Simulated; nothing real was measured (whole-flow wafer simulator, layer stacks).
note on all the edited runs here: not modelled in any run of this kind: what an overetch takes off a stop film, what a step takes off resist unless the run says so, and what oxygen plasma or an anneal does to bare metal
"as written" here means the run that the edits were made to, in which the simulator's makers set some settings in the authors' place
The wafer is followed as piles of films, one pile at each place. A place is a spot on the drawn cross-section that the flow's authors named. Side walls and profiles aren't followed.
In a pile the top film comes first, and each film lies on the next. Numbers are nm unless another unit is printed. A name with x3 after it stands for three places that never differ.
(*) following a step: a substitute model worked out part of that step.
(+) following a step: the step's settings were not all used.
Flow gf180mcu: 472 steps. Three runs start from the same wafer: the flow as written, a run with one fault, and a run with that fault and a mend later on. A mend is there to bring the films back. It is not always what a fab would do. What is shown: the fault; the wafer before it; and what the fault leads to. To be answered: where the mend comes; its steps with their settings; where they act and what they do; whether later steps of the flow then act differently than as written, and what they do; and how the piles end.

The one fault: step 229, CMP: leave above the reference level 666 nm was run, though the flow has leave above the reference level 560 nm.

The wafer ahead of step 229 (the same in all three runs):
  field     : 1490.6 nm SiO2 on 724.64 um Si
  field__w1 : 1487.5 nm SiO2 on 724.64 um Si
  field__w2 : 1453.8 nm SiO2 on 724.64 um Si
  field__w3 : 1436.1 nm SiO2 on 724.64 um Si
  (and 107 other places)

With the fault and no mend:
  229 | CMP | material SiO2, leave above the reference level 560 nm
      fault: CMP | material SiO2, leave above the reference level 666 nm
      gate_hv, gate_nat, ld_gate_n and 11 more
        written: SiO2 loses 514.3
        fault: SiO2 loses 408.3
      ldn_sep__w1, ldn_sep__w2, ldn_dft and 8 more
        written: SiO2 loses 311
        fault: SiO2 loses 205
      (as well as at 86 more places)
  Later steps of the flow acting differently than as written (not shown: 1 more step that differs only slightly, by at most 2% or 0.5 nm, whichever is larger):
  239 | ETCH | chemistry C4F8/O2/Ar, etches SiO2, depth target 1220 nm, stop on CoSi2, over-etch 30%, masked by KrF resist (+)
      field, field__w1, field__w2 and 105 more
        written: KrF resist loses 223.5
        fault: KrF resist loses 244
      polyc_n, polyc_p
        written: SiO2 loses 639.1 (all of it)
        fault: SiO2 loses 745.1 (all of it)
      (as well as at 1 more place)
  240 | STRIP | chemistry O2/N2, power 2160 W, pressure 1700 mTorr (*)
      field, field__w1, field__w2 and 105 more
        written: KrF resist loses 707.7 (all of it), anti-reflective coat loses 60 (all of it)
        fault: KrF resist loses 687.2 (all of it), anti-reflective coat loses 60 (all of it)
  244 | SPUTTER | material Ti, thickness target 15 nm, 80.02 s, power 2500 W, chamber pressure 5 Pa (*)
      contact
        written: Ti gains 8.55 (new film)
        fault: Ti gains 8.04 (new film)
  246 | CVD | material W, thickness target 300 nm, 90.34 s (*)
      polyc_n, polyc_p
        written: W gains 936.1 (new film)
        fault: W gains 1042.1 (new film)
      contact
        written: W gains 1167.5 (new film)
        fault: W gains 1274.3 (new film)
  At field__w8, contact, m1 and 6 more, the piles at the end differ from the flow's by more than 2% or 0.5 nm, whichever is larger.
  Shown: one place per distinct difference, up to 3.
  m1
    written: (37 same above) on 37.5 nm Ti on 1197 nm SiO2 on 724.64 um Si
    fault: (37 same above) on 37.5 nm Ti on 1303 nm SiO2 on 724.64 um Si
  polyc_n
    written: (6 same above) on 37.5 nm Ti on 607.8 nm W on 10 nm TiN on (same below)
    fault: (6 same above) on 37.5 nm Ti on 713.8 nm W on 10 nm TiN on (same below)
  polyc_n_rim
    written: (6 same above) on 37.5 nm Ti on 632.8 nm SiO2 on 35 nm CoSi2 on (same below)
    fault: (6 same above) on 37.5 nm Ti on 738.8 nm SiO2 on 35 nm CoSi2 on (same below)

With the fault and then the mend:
  The mend stands after step 229.
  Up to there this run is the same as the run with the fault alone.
  229a | CMP | material SiO2, leave above the reference level 560 nm (the flow's step 229, run once more)
      field, field__w1, field__w2 and 108 more
        SiO2 loses 106
  None of the later steps of the flow acts differently than as written at any place that is followed.
  At every place that both follow, the piles at the end match the flow's.
